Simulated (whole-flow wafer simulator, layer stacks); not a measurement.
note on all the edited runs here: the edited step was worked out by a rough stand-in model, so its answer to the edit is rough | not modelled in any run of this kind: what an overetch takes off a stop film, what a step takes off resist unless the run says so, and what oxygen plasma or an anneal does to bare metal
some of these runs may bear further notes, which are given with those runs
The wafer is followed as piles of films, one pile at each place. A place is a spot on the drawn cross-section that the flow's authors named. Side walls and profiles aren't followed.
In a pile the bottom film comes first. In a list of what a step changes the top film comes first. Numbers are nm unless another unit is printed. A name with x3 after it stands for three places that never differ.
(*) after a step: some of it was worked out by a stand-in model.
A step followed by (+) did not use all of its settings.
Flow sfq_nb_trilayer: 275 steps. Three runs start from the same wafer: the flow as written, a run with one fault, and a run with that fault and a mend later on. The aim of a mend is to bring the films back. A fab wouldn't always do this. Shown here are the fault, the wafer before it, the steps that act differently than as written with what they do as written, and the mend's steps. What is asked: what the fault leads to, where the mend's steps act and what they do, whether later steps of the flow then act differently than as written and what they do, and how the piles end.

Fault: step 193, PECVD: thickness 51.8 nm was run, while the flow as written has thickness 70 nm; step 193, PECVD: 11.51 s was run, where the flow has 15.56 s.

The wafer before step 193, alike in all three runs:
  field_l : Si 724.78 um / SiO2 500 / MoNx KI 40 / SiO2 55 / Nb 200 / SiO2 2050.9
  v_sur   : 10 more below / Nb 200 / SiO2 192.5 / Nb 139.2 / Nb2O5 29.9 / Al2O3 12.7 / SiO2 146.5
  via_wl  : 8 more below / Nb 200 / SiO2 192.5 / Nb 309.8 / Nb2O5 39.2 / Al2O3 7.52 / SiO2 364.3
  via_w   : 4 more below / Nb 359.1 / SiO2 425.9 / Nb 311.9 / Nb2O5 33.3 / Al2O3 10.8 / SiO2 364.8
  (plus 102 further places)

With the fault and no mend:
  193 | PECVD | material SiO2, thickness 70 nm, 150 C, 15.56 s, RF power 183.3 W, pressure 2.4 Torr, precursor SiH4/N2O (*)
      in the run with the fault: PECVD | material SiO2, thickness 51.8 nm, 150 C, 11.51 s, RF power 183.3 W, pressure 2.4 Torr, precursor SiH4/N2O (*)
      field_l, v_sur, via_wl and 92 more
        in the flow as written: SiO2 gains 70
        in the run with the fault: SiO2 gains 51.8
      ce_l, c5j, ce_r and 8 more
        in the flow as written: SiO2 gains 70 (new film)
        in the run with the fault: SiO2 gains 51.8 (new film)
  Steps later in the flow that act otherwise than as written (11 more steps, not shown, differ only slightly: by at most 2% or 0.5 nm, whichever is larger):
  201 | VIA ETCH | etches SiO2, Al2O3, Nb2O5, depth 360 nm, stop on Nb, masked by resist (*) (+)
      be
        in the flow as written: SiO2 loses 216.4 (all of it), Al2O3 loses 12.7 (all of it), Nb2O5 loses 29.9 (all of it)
        in the run with the fault: SiO2 loses 198.2 (all of it), Al2O3 loses 12.7 (all of it), Nb2O5 loses 29.9 (all of it)
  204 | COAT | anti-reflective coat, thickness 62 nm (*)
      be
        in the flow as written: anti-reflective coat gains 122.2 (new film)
        in the run with the fault: anti-reflective coat gains 119.5 (new film)
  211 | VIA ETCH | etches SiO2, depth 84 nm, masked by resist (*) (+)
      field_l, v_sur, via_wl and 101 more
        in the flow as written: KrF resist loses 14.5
        in the run with the fault: KrF resist loses 13.4
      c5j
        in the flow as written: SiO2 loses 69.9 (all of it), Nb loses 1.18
        in the run with the fault: SiO2 loses 51.7 (all of it), Nb loses 2.15
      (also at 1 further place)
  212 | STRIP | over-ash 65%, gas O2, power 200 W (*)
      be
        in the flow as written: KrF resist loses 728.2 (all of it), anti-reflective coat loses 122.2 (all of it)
        in the run with the fault: KrF resist loses 716.2 (all of it), anti-reflective coat loses 119.5 (all of it)
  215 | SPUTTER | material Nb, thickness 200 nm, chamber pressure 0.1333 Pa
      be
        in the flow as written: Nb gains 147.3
        in the run with the fault: Nb gains 151.5
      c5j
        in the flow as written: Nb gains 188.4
        in the run with the fault: Nb gains 193.7
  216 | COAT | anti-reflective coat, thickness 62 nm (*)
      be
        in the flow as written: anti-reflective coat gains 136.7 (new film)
        in the run with the fault: anti-reflective coat gains 133.2 (new film)
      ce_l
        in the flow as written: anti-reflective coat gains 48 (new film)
        in the run with the fault: anti-reflective coat gains 52.6 (new film)
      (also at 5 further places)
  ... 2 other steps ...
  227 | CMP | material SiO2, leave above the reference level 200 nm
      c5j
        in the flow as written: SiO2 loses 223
        in the run with the fault: SiO2 loses 230.8
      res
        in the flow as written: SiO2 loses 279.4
        in the run with the fault: SiO2 loses 301.1
  The piles end different from the flow's at v_sur, via_wl, via_w and 32 more by more than 2% or 0.5 nm, whichever is larger.
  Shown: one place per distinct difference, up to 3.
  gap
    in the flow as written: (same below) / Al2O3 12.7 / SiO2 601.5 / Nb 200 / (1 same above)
    in the run with the fault: (same below) / Al2O3 12.7 / SiO2 583.3 / Nb 200 / (1 same above)
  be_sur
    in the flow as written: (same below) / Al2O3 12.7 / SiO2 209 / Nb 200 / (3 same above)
    in the run with the fault: (same below) / Al2O3 12.7 / SiO2 190.8 / Nb 200 / (3 same above)
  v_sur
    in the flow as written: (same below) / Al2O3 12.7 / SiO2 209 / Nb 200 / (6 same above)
    in the run with the fault: (same below) / Al2O3 12.7 / SiO2 190.8 / Nb 200 / (6 same above)

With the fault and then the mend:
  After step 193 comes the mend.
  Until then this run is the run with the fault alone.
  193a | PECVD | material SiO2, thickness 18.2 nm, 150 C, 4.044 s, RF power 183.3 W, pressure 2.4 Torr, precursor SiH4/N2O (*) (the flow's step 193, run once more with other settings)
      field_l, v_sur, via_wl and 103 more
        SiO2 gains 18.2
  Later steps of the flow that are run all act as written at every place that is followed, up to a difference of at most 2% or 0.5 nm, whichever is larger.
  The piles end the same as the flow's at every place that both follow.
